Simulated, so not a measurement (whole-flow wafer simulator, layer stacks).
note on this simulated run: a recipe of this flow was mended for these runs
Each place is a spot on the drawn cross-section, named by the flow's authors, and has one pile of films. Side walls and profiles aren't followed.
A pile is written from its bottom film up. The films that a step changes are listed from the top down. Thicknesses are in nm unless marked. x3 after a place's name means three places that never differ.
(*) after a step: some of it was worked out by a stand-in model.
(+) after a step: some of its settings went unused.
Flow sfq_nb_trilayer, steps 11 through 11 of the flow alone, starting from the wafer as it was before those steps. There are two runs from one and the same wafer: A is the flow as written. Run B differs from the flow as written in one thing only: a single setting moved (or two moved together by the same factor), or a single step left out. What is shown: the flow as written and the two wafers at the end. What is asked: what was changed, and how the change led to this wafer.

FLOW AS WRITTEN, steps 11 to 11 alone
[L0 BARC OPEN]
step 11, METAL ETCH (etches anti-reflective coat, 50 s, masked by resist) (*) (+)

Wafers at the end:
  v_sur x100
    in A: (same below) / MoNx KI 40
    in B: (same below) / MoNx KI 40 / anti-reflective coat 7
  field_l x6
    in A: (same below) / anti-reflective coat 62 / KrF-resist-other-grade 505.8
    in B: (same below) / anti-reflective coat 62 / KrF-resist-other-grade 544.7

What caused this: step 11, METAL ETCH: 22 s was run, whereas the flow has 50 s.

Step by step, how the change led to this:
  step 11, METAL ETCH (etches anti-reflective coat, 50 s, masked by resist) (*) (+)
      v_sur x100: A anti-reflective coat loses 62 (all of it) | B anti-reflective coat loses 55
      field_l x6: A KrF-resist-other-grade loses 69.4 | B KrF-resist-other-grade loses 30.6
